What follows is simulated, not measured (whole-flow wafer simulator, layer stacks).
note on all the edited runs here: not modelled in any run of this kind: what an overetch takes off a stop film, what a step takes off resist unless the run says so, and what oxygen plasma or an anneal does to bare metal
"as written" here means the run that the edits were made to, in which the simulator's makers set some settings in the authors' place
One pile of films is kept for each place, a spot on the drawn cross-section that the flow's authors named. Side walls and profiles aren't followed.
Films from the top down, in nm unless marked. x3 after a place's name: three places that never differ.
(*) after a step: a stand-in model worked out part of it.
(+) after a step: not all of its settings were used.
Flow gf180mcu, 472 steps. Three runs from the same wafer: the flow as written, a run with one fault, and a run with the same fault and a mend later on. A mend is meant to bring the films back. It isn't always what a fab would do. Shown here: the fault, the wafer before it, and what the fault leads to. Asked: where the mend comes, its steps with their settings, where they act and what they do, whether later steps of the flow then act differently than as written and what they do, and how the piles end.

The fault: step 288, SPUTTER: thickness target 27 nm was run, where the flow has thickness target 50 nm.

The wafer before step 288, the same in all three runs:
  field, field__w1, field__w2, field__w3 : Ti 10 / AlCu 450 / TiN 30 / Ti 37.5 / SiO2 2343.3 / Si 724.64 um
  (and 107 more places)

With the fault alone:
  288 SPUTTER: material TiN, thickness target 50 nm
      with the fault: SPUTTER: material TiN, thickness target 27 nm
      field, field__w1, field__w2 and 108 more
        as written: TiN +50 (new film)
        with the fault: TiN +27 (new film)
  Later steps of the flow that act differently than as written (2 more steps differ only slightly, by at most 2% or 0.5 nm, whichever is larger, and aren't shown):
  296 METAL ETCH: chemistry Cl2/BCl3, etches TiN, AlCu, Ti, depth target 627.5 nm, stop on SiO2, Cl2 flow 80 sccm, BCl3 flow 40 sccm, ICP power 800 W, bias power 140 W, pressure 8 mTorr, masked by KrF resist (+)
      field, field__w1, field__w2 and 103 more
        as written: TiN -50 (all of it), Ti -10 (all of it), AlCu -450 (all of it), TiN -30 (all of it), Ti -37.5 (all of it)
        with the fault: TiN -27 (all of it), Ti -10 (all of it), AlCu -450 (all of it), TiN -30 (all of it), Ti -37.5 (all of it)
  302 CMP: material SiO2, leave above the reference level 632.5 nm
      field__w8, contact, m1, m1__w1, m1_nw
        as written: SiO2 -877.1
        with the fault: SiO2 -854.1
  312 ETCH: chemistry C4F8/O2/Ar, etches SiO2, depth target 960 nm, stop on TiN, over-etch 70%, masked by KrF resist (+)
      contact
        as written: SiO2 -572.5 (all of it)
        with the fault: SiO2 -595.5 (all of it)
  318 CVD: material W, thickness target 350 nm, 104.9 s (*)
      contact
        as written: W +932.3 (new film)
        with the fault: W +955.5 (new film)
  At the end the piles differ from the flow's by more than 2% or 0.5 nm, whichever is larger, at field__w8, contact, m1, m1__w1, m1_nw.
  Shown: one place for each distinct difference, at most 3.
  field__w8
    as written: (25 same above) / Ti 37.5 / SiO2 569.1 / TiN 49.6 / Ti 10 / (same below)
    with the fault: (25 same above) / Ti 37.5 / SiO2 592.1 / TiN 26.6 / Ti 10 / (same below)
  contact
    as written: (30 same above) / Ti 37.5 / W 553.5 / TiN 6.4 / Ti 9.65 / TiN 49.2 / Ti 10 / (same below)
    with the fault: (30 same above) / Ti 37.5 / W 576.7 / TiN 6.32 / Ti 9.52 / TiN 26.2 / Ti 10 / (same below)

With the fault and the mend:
  The mend comes after step 288.
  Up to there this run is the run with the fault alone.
  288a SPUTTER: material TiN, thickness target 23 nm (the flow's step 288 once more, with other settings)
      field, field__w1, field__w2 and 108 more
        TiN +23
  No later step of the flow acts differently than as written at any place that is followed.
  At the end the piles are the same as the flow's at every place that both follow.
